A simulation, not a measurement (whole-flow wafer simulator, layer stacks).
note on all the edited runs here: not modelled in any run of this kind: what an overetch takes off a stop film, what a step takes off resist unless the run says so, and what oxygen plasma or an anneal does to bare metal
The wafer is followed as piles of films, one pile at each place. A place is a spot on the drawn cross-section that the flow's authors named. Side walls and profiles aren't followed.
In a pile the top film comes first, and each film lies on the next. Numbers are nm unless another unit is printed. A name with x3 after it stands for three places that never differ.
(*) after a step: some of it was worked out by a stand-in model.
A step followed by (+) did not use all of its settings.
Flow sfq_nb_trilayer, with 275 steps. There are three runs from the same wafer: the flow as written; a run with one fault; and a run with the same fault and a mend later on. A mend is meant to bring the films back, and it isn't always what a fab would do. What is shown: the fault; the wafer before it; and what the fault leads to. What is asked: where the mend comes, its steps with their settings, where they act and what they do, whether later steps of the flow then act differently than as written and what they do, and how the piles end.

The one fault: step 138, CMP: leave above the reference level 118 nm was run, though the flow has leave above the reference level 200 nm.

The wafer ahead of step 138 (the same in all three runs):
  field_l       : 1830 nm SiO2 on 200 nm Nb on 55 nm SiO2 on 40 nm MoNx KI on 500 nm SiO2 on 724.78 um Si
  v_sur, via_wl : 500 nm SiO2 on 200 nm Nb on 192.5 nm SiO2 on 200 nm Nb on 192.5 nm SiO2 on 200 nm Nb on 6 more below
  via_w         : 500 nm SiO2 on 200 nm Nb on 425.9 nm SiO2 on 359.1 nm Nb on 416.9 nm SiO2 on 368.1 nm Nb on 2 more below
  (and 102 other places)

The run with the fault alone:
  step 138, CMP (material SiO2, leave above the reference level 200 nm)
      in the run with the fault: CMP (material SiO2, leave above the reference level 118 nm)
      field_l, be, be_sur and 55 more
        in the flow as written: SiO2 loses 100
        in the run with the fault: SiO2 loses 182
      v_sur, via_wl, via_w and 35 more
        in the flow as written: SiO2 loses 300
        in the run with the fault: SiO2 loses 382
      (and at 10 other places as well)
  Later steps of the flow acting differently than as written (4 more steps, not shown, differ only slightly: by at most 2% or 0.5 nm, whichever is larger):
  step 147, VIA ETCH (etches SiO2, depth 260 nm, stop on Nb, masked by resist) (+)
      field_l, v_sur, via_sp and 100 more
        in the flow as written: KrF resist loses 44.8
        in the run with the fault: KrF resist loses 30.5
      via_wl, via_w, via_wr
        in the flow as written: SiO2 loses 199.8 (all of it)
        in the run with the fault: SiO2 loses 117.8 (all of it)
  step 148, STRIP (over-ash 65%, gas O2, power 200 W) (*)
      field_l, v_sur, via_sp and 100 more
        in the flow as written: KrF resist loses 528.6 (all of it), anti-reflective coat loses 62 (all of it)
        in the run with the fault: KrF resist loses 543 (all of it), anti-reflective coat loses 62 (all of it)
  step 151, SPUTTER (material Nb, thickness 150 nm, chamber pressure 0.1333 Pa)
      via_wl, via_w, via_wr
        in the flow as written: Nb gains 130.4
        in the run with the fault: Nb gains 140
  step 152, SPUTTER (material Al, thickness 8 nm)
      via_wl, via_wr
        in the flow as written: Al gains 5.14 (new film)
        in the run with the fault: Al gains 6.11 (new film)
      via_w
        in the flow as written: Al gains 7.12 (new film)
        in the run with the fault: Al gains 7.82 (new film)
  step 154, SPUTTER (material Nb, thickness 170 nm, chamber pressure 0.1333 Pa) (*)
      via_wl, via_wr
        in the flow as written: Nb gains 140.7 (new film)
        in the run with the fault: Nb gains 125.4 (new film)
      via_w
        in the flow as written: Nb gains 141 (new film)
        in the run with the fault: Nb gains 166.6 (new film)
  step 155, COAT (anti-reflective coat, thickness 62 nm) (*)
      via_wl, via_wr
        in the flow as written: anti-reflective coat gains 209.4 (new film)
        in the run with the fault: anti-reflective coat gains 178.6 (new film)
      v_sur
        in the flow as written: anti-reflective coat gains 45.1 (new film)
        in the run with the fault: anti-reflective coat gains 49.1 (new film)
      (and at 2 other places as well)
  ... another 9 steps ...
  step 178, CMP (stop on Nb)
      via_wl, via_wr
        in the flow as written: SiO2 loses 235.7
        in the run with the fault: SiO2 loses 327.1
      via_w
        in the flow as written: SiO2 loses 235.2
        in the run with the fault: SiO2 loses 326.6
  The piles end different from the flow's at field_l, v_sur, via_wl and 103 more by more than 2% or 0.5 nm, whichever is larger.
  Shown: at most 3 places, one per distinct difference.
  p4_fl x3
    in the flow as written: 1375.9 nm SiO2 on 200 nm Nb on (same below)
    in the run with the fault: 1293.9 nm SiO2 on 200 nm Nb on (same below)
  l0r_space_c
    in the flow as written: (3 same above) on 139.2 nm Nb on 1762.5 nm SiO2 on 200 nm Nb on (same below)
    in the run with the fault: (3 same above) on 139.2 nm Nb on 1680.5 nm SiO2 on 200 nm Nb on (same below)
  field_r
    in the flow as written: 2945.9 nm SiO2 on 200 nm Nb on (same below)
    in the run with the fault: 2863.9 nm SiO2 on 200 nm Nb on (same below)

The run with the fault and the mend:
  The mend follows step 145.
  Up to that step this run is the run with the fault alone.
  step 145a, STRIP (over-ash 65%, gas O2, power 200 W) (*)
      field_l, v_sur, via_sp and 100 more
        KrF resist loses 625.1 (all of it), anti-reflective coat loses 62 (all of it)
      via_wl, via_w, via_wr
        anti-reflective coat loses 62 (all of it)
  step 145b, PECVD (material SiO2, thickness 82 nm, 150 C, 18.22 s, RF power 183.3 W, pressure 2.4 Torr, precursor SiH4/N2O) (the flow's step 137, run once more with other settings)
      field_l, v_sur, via_wl and 103 more
        SiO2 gains 82
  step 145c, COAT (anti-reflective coat, thickness 62 nm) (the flow's step 140, run once more)
      field_l, v_sur, via_wl and 103 more
        anti-reflective coat gains 62 (new film)
  step 145d, COAT (KrF resist, thickness 650 nm) (the flow's step 141, run once more)
      field_l, v_sur, via_wl and 103 more
        KrF resist gains 650 (new film)
  step 145e, SOFTBAKE (KrF resist) (the flow's step 142, run once more)
      alters no film at any place that is followed
  step 145f, EXPOSE (photomask I4, dose 11.93 mJ/cm2, NA 0.6, wavelength 248 nm) (*) (the flow's step 143, run once more)
      alters no film at any place that is followed
  step 145g, PEB (KrF resist, 90 s) (the flow's step 144, run once more)
      field_l, v_sur, via_wl and 103 more
        KrF resist loses 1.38
  step 145h, DEVELOP (KrF resist, thickness 650 nm, 60 s) (the flow's step 145, run once more)
      field_l, v_sur, via_sp and 100 more
        KrF resist loses 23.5
      via_wl, via_w, via_wr
        KrF resist loses 648.6 (all of it)
  None of the later steps of the flow differs from how it acts as written, at any place that is followed, by more than 2% or 0.5 nm, whichever is larger.
  When the end is reached, the piles differ only a little from the flow's at the places that both follow, at most by 2% or 0.5 nm, whichever is larger.
